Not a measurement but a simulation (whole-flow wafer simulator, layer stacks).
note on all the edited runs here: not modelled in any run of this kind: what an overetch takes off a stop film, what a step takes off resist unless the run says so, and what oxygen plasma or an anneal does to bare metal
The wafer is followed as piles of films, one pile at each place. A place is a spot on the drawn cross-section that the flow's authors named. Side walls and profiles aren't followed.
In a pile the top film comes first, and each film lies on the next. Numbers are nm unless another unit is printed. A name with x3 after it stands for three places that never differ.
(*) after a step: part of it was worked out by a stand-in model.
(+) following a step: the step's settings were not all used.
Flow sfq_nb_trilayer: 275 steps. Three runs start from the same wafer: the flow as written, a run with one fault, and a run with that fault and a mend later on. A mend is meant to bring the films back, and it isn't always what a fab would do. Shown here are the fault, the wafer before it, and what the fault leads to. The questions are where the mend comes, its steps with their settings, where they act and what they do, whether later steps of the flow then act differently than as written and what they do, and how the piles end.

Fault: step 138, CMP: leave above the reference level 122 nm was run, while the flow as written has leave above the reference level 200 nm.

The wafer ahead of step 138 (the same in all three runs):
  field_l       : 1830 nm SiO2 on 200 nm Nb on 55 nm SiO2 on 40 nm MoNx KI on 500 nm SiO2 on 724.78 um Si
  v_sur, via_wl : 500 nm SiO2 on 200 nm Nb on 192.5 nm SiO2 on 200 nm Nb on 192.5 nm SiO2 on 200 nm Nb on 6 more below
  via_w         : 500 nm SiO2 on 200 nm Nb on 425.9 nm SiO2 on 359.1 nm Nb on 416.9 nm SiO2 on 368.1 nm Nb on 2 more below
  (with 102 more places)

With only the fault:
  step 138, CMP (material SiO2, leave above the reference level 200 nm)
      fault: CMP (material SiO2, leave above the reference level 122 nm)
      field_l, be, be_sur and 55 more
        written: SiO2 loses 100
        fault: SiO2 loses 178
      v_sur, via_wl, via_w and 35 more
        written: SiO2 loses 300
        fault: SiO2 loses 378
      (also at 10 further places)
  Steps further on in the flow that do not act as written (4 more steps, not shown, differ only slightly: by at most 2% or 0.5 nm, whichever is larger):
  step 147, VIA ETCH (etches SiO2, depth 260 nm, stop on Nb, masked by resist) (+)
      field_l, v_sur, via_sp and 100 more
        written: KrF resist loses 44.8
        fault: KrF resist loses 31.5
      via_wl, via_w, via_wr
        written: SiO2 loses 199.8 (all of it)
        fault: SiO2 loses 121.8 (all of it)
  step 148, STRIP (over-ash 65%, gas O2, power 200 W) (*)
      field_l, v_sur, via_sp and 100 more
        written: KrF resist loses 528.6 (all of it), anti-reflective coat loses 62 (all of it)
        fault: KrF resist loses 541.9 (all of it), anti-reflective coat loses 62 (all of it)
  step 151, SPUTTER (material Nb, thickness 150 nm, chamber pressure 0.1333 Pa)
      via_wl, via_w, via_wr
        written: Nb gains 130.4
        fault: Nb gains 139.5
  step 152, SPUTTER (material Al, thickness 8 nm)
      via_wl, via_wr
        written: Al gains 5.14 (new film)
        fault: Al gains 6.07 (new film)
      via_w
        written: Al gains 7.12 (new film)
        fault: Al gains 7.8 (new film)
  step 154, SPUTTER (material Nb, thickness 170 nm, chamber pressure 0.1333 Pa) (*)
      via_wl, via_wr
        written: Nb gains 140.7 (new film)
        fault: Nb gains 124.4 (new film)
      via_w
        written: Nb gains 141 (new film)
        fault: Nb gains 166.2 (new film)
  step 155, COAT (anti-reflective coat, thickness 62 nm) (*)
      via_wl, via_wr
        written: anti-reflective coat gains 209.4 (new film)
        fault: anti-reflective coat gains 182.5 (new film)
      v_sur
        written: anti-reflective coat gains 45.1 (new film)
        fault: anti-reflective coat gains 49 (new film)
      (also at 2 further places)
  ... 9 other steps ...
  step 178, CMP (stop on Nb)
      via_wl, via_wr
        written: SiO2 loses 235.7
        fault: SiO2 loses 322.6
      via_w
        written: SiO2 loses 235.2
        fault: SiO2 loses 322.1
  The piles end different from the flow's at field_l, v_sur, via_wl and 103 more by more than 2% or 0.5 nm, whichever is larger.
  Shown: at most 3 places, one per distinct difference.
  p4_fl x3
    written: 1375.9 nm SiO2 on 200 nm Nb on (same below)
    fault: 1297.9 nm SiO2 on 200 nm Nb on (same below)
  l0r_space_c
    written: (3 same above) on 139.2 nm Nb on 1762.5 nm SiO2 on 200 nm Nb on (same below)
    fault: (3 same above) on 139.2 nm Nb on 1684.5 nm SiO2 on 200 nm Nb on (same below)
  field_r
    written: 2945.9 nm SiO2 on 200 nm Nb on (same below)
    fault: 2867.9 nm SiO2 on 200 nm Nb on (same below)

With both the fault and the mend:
  The mend stands after step 145.
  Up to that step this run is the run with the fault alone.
  step 145a, STRIP (over-ash 65%, gas O2, power 200 W) (*)
      field_l, v_sur, via_sp and 100 more
        KrF resist loses 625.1 (all of it), anti-reflective coat loses 62 (all of it)
      via_wl, via_w, via_wr
        anti-reflective coat loses 62 (all of it)
  step 145b, PECVD (material SiO2, thickness 78 nm, 150 C, 17.33 s, RF power 183.3 W, pressure 2.4 Torr, precursor SiH4/N2O) (a further turn of the flow's step 137, with different settings)
      field_l, v_sur, via_wl and 103 more
        SiO2 gains 78
  step 145c, COAT (anti-reflective coat, thickness 62 nm) (a further turn of the flow's step 140)
      field_l, v_sur, via_wl and 103 more
        anti-reflective coat gains 62 (new film)
  step 145d, COAT (KrF resist, thickness 650 nm) (a further turn of the flow's step 141)
      field_l, v_sur, via_wl and 103 more
        KrF resist gains 650 (new film)
  step 145e, SOFTBAKE (KrF resist) (a further turn of the flow's step 142)
      alters no film at any place that is followed
  step 145f, EXPOSE (photomask I4, dose 11.93 mJ/cm2, NA 0.6, wavelength 248 nm) (*) (a further turn of the flow's step 143)
      alters no film at any place that is followed
  step 145g, PEB (KrF resist, 90 s) (a further turn of the flow's step 144)
      field_l, v_sur, via_wl and 103 more
        KrF resist loses 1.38
  step 145h, DEVELOP (KrF resist, thickness 650 nm, 60 s) (a further turn of the flow's step 145)
      field_l, v_sur, via_sp and 100 more
        KrF resist loses 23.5
      via_wl, via_w, via_wr
        KrF resist loses 648.6 (all of it)
  Later steps of the flow that are run all act as written at every place that is followed, up to a difference of at most 2% or 0.5 nm, whichever is larger.
  By the end, the piles equal the flow's at every place that both follow.
